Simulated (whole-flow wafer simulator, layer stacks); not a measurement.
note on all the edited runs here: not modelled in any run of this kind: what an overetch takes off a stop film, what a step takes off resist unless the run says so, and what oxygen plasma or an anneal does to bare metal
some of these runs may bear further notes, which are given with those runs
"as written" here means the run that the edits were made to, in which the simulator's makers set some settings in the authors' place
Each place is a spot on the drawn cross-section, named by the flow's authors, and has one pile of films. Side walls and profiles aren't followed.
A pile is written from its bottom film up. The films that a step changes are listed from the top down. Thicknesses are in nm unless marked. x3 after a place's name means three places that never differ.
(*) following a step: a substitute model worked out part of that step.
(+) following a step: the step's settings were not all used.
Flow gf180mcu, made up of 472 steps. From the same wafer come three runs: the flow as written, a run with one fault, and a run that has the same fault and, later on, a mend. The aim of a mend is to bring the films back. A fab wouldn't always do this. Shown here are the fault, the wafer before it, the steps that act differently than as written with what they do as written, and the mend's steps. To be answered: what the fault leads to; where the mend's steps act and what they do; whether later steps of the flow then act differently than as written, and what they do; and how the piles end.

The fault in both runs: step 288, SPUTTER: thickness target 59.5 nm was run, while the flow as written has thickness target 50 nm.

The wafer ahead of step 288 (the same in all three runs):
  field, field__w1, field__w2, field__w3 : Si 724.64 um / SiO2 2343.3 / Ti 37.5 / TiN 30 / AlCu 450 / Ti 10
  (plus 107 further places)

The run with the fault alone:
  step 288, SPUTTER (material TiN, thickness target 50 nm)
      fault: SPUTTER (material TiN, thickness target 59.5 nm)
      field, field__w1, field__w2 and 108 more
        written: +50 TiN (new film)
        fault: +59.5 TiN (new film)
  Later steps of the flow acting differently than as written (6 more steps, not shown, differ only slightly: by at most 2% or 0.5 nm, whichever is larger):
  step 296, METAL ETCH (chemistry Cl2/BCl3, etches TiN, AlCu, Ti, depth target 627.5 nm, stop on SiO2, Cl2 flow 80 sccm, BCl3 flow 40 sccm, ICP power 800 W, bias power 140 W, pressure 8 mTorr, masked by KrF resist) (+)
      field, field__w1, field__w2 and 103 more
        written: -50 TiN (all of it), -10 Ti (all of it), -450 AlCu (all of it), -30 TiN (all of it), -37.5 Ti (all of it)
        fault: -59.5 TiN (all of it), -10 Ti (all of it), -450 AlCu (all of it), -30 TiN (all of it), -37.5 Ti (all of it)
  By the end, the piles at field__w8, contact, m1, m1__w1, m1_nw depart from the flow's by more than 2% or 0.5 nm, whichever is larger.
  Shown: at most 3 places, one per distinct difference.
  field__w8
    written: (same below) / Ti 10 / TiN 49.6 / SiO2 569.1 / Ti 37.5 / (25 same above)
    fault: (same below) / Ti 10 / TiN 59.1 / SiO2 559.6 / Ti 37.5 / (25 same above)
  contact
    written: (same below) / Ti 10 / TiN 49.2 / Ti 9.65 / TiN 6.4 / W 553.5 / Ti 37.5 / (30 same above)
    fault: (same below) / Ti 10 / TiN 58.7 / Ti 9.71 / TiN 6.44 / W 543.9 / Ti 37.5 / (30 same above)

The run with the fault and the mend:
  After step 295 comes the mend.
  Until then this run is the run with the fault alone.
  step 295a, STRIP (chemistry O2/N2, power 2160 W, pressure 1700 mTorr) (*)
      field__w8, contact, m1, m1__w1, m1_nw
        -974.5 KrF resist (all of it)
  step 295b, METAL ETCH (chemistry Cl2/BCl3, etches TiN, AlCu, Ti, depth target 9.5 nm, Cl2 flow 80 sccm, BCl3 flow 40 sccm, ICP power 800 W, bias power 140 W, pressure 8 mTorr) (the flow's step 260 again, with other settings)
      field, field__w1, field__w2 and 108 more
        -9.5 TiN
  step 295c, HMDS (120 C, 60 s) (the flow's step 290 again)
      does not change any film at any place that is followed
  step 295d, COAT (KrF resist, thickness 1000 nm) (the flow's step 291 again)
      field, field__w1, field__w2 and 108 more
        +1000 KrF resist (new film)
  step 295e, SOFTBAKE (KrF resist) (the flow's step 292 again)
      does not change any film at any place that is followed
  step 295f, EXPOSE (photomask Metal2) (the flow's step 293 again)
      does not change any film at any place that is followed
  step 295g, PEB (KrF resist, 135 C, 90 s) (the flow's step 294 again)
      field, field__w1, field__w2 and 108 more
        -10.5 KrF resist
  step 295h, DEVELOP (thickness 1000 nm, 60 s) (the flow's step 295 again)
      field, field__w1, field__w2 and 103 more
        -989.5 KrF resist (all of it)
      field__w8, contact, m1, m1__w1, m1_nw
        -14.9 KrF resist
  None of the later steps of the flow acts differently than as written at any place that is followed.
  At every place that both follow, the piles at the end match the flow's.
